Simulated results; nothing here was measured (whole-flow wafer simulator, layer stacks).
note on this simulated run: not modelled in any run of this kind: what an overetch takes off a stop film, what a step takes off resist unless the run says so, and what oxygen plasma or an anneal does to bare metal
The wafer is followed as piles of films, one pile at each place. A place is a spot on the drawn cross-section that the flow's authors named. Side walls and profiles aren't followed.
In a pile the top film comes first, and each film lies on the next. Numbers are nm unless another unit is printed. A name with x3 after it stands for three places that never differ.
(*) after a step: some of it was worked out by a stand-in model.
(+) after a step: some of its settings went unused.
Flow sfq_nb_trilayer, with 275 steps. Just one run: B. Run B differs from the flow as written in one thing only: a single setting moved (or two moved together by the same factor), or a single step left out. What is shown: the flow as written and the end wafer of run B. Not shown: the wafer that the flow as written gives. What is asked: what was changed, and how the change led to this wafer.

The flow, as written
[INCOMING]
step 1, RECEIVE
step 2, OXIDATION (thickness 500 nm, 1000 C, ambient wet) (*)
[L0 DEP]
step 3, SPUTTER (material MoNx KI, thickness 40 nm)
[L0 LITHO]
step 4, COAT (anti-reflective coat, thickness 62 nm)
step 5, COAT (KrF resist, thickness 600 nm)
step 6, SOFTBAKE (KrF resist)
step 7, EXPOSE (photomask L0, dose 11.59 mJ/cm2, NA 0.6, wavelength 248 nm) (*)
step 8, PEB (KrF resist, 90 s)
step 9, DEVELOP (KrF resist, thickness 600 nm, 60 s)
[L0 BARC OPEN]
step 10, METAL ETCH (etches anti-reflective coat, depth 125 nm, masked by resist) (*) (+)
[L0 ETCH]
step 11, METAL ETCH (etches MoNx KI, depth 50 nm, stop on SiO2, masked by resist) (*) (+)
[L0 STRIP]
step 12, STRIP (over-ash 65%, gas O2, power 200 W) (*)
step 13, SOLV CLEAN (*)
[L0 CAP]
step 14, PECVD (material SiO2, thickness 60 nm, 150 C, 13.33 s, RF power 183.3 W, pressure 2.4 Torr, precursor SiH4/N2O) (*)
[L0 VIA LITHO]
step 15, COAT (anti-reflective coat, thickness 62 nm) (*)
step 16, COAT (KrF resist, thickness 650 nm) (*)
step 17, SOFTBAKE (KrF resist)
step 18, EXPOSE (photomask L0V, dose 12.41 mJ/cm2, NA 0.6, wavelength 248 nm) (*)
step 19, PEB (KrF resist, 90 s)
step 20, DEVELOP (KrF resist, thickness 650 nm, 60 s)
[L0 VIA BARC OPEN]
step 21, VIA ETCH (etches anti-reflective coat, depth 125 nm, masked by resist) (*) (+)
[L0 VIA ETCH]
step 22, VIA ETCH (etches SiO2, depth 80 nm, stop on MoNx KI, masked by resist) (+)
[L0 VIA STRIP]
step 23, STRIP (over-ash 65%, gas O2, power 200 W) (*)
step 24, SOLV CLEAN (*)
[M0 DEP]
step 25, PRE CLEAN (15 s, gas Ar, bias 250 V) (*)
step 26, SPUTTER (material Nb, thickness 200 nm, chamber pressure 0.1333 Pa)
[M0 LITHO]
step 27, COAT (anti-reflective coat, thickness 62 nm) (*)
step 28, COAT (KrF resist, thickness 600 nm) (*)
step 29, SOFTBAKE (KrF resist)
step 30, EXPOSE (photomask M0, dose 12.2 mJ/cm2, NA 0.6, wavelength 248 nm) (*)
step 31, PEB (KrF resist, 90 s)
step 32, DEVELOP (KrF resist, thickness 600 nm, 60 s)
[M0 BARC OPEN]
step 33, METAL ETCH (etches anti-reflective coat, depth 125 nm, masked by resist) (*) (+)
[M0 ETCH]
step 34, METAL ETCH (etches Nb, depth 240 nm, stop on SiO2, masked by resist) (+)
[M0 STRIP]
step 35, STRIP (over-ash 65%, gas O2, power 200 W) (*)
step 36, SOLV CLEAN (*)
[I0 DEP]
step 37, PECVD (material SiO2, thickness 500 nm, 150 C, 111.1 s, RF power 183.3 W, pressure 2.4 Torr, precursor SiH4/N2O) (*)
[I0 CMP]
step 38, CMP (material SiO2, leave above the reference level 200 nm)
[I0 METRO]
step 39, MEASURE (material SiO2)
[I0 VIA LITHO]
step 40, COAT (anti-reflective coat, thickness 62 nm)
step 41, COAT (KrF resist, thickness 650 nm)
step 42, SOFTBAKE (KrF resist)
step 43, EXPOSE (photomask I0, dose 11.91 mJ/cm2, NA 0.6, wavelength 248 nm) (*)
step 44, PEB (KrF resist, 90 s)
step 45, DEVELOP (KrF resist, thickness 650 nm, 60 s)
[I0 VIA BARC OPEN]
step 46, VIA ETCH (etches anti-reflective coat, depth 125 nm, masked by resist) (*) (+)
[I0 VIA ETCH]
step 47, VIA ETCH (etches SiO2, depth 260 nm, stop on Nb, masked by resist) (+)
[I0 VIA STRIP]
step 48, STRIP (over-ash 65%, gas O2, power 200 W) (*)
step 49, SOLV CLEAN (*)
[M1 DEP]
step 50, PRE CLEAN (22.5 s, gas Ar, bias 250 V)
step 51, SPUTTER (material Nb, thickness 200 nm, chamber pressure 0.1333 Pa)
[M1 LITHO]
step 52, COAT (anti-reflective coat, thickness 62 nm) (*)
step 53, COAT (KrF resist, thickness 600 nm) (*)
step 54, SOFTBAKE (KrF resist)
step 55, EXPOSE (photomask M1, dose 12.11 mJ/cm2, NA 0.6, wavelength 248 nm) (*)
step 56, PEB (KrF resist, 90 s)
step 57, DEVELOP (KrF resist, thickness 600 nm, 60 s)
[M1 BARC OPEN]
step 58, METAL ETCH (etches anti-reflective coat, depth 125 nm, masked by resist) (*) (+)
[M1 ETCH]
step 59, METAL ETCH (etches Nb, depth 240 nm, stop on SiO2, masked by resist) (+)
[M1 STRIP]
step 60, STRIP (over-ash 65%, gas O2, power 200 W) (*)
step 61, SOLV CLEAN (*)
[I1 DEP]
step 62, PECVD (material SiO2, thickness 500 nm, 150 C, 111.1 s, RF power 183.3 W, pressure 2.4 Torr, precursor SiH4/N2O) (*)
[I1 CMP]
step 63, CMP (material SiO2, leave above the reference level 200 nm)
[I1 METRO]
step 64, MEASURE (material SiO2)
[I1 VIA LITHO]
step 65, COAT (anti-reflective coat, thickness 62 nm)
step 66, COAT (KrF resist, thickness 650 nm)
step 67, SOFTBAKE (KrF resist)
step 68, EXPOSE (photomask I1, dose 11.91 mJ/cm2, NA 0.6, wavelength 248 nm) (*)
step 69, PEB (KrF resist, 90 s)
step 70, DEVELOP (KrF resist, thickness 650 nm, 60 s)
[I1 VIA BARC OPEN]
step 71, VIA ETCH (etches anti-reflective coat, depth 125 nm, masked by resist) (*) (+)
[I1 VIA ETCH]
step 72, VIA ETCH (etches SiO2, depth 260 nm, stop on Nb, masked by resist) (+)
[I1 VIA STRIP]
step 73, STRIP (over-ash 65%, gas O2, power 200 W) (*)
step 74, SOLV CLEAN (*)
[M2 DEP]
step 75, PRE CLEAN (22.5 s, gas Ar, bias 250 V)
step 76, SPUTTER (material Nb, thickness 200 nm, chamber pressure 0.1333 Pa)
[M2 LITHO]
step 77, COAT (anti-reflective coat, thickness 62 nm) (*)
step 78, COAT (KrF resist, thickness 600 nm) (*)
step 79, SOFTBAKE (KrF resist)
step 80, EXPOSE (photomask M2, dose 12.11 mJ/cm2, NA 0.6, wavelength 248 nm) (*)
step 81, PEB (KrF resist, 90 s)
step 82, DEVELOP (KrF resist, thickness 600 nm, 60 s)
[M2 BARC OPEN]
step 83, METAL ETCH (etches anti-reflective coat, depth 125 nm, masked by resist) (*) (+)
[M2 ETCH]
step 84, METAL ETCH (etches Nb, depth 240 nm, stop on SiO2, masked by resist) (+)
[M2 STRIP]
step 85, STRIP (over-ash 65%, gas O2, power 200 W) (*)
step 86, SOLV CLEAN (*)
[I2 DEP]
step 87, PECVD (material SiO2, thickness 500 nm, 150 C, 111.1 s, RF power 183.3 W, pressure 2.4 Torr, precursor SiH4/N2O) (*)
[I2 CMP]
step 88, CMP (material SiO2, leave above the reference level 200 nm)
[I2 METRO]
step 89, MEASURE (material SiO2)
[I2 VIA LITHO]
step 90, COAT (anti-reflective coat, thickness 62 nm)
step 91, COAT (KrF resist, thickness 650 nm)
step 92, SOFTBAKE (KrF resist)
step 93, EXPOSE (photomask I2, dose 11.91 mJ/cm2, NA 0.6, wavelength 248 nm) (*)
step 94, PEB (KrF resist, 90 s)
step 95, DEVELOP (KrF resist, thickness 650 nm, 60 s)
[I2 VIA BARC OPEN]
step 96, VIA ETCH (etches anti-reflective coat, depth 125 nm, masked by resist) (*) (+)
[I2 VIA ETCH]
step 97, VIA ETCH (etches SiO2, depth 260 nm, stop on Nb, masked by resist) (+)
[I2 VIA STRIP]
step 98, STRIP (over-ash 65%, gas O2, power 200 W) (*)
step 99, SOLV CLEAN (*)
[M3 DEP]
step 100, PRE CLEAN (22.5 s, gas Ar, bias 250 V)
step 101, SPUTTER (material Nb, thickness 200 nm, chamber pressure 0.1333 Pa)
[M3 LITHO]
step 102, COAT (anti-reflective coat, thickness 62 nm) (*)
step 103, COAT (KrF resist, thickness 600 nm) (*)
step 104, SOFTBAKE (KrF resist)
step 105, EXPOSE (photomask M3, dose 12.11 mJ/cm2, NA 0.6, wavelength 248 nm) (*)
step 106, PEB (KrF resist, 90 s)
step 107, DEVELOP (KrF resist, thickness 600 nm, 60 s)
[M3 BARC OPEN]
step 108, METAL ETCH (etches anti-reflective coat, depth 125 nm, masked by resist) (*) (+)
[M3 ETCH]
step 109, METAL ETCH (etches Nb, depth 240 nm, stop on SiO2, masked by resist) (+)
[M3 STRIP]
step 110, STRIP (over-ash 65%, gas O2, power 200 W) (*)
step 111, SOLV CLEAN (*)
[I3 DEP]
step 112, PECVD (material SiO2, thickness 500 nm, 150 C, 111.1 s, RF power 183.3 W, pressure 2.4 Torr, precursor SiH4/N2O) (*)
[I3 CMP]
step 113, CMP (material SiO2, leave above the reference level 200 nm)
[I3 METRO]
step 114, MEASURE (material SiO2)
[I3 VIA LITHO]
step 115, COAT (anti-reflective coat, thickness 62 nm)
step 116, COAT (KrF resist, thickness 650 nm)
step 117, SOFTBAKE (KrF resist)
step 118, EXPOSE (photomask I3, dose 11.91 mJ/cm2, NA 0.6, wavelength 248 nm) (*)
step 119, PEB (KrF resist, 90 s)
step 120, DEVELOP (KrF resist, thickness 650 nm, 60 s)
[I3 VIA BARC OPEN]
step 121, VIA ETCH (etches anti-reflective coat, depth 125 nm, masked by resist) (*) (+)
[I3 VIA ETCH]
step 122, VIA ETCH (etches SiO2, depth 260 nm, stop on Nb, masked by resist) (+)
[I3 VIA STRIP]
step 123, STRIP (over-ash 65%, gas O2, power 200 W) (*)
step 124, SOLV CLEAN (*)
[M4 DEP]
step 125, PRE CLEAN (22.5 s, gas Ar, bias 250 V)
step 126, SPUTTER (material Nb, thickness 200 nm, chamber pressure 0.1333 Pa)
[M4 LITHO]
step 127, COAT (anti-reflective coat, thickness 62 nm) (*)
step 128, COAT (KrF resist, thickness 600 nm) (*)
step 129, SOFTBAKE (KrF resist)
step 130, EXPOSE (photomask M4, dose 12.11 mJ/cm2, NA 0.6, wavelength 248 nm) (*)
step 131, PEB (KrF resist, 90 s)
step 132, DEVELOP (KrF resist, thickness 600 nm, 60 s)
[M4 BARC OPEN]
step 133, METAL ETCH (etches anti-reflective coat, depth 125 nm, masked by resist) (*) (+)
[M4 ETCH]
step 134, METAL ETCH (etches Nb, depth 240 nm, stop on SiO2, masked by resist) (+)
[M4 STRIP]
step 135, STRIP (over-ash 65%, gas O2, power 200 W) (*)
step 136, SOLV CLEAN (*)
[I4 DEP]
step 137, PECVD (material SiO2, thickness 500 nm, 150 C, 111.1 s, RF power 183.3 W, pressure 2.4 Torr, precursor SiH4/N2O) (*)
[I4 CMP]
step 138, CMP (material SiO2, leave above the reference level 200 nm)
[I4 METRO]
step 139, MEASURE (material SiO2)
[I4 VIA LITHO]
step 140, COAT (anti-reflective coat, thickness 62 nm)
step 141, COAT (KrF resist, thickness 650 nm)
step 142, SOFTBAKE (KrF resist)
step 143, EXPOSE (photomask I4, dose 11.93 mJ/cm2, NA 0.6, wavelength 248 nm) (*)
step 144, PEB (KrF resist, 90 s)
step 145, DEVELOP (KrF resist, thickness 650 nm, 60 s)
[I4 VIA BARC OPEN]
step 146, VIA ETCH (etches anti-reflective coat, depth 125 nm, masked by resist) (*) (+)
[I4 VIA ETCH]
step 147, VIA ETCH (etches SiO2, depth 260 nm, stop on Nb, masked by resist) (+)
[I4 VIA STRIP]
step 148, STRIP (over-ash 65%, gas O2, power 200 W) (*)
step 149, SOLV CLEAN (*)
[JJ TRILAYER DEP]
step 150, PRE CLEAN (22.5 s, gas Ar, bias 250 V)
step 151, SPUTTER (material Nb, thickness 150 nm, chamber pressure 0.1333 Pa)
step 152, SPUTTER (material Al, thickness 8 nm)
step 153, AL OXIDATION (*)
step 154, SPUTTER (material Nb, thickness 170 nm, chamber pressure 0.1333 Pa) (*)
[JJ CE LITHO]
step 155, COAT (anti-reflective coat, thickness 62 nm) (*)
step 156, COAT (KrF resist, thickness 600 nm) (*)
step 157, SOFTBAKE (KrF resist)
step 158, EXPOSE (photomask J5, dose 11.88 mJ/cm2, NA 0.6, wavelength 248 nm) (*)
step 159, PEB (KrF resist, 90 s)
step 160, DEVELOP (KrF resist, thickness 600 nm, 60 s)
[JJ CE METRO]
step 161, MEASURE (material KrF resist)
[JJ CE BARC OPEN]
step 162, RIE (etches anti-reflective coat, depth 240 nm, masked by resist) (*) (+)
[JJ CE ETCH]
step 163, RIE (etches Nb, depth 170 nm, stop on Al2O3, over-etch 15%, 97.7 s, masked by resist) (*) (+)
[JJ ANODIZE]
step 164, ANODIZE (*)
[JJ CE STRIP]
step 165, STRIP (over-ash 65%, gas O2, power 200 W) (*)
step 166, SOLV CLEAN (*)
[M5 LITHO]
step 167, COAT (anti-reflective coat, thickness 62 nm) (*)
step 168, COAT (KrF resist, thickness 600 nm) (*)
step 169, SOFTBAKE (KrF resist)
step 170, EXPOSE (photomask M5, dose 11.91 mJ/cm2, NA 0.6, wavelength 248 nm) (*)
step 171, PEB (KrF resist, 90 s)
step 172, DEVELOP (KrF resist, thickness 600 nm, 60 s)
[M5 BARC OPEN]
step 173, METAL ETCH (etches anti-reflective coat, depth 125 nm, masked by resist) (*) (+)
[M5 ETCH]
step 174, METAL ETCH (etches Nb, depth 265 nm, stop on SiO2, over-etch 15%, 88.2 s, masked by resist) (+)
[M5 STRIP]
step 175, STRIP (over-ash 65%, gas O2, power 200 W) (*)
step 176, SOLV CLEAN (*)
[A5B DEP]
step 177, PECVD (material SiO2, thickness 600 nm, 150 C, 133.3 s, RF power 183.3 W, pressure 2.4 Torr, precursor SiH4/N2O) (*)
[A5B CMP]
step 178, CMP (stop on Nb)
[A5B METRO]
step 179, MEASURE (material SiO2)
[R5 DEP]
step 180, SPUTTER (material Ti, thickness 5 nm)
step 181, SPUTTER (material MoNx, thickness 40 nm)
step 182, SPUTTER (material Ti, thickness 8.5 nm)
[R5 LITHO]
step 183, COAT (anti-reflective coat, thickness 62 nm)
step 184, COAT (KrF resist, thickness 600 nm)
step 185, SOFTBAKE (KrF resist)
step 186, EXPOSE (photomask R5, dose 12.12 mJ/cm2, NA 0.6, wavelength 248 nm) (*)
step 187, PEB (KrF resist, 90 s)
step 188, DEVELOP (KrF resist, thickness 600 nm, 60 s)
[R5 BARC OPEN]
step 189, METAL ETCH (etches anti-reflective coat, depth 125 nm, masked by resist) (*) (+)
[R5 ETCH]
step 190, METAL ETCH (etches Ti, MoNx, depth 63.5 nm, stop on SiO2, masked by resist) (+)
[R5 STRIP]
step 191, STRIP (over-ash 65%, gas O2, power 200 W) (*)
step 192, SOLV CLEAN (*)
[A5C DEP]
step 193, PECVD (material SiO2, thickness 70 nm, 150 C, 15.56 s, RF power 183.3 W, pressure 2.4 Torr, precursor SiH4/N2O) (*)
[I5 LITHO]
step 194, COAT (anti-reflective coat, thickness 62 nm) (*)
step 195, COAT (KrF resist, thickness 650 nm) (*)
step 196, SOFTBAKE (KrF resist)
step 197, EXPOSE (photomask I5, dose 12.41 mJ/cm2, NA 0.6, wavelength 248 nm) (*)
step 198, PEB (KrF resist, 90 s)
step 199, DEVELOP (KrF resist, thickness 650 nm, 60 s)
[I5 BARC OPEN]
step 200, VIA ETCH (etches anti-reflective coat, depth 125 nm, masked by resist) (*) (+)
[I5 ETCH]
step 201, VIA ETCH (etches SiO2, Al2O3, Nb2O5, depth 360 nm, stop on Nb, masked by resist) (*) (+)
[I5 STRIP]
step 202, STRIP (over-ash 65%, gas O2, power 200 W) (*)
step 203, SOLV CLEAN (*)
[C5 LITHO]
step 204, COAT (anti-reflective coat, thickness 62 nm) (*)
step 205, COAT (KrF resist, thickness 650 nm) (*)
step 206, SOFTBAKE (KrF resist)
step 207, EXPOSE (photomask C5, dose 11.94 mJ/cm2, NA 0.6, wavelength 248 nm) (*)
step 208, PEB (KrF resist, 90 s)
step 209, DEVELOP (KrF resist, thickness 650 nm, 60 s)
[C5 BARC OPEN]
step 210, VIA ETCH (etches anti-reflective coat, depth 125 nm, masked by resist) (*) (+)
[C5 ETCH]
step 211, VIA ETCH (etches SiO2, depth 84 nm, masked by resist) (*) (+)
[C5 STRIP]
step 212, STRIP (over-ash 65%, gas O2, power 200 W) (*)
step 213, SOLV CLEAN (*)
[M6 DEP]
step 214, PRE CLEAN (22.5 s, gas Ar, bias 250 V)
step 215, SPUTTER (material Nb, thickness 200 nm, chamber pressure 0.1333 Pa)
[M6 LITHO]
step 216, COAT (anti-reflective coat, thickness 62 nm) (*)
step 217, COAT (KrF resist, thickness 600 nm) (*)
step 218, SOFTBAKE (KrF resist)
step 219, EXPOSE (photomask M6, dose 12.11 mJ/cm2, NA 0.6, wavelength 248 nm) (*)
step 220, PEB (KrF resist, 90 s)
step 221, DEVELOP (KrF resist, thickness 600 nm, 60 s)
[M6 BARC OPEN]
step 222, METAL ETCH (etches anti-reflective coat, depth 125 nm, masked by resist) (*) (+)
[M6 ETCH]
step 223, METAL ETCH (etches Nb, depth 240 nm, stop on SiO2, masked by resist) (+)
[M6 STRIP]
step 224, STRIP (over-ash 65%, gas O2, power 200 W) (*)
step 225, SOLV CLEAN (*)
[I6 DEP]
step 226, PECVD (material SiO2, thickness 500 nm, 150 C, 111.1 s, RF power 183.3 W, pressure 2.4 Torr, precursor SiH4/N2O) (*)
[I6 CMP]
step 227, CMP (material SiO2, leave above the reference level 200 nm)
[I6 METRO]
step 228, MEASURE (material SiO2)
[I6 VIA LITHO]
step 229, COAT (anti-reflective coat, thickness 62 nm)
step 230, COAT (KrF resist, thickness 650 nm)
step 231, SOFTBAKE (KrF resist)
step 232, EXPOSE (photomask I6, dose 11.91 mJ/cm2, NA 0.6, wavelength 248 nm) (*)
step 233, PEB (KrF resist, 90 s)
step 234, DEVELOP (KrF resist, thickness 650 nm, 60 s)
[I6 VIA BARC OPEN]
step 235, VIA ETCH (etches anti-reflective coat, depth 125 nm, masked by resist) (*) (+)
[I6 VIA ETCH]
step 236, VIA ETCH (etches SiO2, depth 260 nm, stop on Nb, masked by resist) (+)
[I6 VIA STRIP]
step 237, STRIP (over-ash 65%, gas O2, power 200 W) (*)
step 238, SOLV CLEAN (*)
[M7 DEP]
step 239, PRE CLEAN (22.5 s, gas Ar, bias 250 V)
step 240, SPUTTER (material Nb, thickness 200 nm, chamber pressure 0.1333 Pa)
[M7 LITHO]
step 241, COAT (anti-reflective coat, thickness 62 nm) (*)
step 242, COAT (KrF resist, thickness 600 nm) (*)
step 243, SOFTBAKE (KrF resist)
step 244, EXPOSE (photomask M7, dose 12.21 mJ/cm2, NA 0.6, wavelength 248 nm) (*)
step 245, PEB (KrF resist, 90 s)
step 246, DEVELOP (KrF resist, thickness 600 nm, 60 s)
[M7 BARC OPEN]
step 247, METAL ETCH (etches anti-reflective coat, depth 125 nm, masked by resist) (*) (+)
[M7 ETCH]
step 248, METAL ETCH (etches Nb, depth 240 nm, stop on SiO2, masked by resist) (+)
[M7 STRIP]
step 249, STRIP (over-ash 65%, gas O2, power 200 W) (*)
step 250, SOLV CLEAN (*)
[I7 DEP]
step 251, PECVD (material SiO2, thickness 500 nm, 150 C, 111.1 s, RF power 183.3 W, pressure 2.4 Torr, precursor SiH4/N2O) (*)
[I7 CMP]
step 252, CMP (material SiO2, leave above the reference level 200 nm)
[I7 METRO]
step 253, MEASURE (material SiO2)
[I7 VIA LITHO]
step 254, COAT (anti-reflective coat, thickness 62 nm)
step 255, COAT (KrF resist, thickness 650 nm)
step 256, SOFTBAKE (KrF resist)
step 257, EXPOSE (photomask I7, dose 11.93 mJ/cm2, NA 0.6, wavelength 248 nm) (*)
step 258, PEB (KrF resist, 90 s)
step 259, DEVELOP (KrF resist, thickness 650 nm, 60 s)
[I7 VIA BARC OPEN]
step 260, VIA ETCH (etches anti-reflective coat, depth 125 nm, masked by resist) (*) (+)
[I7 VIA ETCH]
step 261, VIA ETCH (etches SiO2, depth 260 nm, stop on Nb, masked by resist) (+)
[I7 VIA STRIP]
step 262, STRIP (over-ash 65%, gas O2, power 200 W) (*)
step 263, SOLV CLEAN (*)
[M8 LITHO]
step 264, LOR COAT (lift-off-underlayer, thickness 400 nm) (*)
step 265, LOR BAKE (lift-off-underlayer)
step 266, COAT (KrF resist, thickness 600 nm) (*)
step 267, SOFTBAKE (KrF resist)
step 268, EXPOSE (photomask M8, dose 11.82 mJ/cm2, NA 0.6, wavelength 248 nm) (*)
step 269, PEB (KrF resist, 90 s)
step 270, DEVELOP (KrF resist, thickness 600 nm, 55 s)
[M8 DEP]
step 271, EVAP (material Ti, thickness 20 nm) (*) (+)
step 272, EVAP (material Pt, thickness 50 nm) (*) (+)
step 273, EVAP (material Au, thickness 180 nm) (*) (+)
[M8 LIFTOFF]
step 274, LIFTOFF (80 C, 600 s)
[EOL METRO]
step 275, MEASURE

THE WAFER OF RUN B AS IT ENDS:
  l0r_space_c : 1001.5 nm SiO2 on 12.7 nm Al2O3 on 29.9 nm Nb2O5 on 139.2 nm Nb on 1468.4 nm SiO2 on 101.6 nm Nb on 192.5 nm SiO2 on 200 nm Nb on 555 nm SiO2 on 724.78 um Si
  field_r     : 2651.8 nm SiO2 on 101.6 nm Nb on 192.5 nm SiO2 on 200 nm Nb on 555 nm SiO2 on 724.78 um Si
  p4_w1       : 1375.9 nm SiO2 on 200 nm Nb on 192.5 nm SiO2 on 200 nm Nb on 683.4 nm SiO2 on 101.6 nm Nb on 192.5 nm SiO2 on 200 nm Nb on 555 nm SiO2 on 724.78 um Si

The reason: step 59, METAL ETCH: depth 98.4 nm was run, though the flow has depth 240 nm.

How this came from the change, step by step:
  step 59, METAL ETCH (etches Nb, depth 240 nm, stop on SiO2, masked by resist) (+)
      field_l, be, be_sur and 79 more: Nb loses 98.4 (it would be, as written: Nb loses 200 (all of it))
      v_sur, via_wl, via_w and 21 more: KrF resist loses 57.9 (it would be, as written: KrF resist loses 141.2)
  step 60, STRIP (over-ash 65%, gas O2, power 200 W) (*)
      wl_j_sl, wl_jj, wl_j_sr and 13 more: KrF resist loses 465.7 (all of it), anti-reflective coat loses 62 (all of it) (it would be, as written: KrF resist loses 382.4 (all of it), anti-reflective coat loses 62 (all of it))
      v_sur: KrF resist loses 449.2 (all of it), anti-reflective coat loses 61.1 (all of it) (it would be, as written: KrF resist loses 365.9 (all of it), anti-reflective coat loses 61.1 (all of it))
      (also at 7 further places)
  step 62, PECVD (material SiO2, thickness 500 nm, 150 C, 111.1 s, RF power 183.3 W, pressure 2.4 Torr, precursor SiH4/N2O) (*)
      field_l, be, be_sur and 72 more: SiO2 gains 500 (new film) (it would be, as written: SiO2 gains 500)
      lsp_m, ln_m6, lsp_r, l0_sur, l0v: SiO2 gains 500 (new film) (it would be, as written: SiO2 gains 494.9)
      (also at 2 further places)
  step 63, CMP (material SiO2, leave above the reference level 200 nm)
      field_l, be, be_sur and 72 more: SiO2 loses 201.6 (it would be, as written: SiO2 loses 100)
      lsp_m, ln_m6, lsp_r, l0_sur, l0v: SiO2 loses 201.6 (it would be, as written: SiO2 loses 94.9)
      (also at 2 further places)
If metal films that touch count as one body, l0r_space_c has 3 bodies (between them, from the top down: SiO2 1468.4; SiO2 192.5); the flow as written gives 2 bodies (between them, from the top down: SiO2 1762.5).
If metal films that touch count as one body, field_r has 2 bodies (between them, from the top down: SiO2 192.5); the flow as written gives 1 body.
If metal films that touch count as one body, p4_w1 has 4 bodies (between them, from the top down: SiO2 192.5; SiO2 683.4; SiO2 192.5); the flow as written gives 3 bodies (between them, from the top down: SiO2 192.5; SiO2 977.5).
